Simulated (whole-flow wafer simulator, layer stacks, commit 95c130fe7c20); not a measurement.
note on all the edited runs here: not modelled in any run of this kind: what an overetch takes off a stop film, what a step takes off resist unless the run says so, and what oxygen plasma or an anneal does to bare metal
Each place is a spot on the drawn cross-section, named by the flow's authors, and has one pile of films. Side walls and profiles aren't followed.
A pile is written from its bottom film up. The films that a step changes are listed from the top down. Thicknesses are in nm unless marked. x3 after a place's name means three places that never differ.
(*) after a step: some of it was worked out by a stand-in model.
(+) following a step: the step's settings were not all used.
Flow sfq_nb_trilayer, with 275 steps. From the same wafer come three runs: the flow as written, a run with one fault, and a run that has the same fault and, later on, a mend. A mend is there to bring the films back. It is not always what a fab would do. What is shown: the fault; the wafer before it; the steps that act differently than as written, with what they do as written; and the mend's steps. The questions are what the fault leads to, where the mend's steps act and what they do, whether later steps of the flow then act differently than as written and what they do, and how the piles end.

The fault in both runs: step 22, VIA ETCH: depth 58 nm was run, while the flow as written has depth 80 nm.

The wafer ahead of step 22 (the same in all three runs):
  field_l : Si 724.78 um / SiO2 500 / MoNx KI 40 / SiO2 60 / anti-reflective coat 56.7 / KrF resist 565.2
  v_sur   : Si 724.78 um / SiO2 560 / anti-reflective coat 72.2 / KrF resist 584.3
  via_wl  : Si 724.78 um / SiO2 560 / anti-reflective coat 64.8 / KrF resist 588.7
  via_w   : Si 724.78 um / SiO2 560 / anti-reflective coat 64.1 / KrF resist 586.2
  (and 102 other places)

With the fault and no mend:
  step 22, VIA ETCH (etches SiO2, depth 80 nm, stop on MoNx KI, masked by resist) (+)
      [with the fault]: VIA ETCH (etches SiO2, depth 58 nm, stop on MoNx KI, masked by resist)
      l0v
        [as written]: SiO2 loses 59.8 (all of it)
        [with the fault]: SiO2 loses 58
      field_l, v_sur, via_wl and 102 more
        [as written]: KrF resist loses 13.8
        [with the fault]: KrF resist loses 10
  Steps later in the flow that act otherwise than as written (10 other steps are not shown; they differ only slightly, by no more than 2% or 0.5 nm, whichever is larger):
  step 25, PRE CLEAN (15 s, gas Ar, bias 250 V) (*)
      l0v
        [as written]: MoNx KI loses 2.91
        [with the fault]: SiO2 loses 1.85 (all of it), MoNx KI loses 1.97
  At l0v, the piles at the end differ from the flow's by more than 2% or 0.5 nm, whichever is larger.
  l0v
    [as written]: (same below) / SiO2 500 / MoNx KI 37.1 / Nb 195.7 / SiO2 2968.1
    [with the fault]: (same below) / SiO2 500 / MoNx KI 38 / Nb 195.9 / SiO2 2967

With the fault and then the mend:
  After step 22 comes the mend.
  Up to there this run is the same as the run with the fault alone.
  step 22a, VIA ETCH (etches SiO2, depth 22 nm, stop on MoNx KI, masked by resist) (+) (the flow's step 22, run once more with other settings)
      field_l, v_sur, via_wl and 102 more
        KrF resist loses 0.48
      l0v
        SiO2 loses 1.85 (all of it)
  None of the later steps of the flow differs from how it acts as written, at any place that is followed, by more than 2% or 0.5 nm, whichever is larger.
  The piles end the same as the flow's at every place that both follow.
